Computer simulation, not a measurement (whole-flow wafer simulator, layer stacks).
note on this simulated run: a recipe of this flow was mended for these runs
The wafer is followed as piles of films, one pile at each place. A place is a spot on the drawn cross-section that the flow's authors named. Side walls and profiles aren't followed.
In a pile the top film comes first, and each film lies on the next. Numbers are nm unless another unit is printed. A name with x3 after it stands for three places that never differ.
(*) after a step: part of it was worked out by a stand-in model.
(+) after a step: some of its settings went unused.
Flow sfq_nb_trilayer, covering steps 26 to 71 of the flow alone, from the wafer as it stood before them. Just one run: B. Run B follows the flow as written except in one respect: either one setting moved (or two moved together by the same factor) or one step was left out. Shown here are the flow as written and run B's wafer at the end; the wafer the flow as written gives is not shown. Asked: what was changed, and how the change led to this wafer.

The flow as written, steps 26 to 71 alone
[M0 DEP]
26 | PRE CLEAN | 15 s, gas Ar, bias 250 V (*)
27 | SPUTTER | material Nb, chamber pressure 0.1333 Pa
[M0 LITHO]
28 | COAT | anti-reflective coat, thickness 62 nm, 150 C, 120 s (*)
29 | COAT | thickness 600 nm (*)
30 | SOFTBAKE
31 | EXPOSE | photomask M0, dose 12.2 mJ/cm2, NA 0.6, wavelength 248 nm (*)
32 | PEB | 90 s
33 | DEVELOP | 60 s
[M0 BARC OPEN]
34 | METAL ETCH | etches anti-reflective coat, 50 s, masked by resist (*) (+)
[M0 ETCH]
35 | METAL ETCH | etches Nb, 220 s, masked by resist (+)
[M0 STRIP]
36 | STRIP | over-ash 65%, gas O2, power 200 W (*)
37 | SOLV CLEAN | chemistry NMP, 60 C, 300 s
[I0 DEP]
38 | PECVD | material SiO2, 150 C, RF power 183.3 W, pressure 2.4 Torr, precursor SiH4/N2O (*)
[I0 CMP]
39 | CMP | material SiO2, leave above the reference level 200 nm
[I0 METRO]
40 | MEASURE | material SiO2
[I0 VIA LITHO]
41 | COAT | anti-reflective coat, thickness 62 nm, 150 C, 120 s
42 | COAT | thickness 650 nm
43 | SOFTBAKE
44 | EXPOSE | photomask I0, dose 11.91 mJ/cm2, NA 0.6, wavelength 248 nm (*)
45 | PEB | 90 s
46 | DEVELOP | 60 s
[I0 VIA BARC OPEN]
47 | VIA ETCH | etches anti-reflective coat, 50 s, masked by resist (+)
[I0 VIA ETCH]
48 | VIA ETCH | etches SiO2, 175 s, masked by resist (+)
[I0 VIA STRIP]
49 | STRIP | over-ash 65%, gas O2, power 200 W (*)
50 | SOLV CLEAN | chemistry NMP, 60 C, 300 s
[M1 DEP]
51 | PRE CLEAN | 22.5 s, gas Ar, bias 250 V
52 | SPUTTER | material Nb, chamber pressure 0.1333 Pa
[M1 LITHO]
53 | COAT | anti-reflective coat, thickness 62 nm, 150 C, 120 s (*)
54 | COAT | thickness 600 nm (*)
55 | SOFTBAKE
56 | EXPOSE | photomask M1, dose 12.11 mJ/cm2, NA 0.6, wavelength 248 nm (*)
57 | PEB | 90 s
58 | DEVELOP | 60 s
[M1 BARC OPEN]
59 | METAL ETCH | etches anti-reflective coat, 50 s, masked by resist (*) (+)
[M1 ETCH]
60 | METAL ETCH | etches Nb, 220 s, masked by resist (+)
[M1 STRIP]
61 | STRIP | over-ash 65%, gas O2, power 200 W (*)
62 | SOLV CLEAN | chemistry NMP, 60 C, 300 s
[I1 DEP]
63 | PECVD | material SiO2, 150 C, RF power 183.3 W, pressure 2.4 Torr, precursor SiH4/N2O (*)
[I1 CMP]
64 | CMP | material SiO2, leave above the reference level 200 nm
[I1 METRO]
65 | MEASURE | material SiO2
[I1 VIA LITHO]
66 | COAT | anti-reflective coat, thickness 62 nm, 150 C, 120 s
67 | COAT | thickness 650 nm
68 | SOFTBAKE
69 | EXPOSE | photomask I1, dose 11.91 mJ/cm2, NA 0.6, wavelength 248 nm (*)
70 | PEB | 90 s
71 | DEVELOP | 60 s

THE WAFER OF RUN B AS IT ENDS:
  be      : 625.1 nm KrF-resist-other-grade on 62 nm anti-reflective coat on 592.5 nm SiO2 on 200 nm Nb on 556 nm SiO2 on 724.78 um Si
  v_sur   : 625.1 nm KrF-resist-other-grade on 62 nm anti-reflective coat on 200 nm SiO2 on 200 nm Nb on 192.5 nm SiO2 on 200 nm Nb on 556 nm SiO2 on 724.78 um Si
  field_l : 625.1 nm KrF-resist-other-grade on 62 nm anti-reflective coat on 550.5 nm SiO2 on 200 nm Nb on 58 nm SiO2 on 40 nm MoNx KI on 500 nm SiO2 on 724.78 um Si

What caused this: step 26, PRE CLEAN: 6 s was run, while the flow as written has 15 s.

Step by step, how the change led to this:
  26 | PRE CLEAN | 15 s, gas Ar, bias 250 V (*)
      field_l, v_sur, via_wl and 102 more: SiO2 loses 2 (it would be, as written: SiO2 loses 5)
      l0v: MoNx KI loses 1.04 (it would be, as written: MoNx KI loses 2.91)
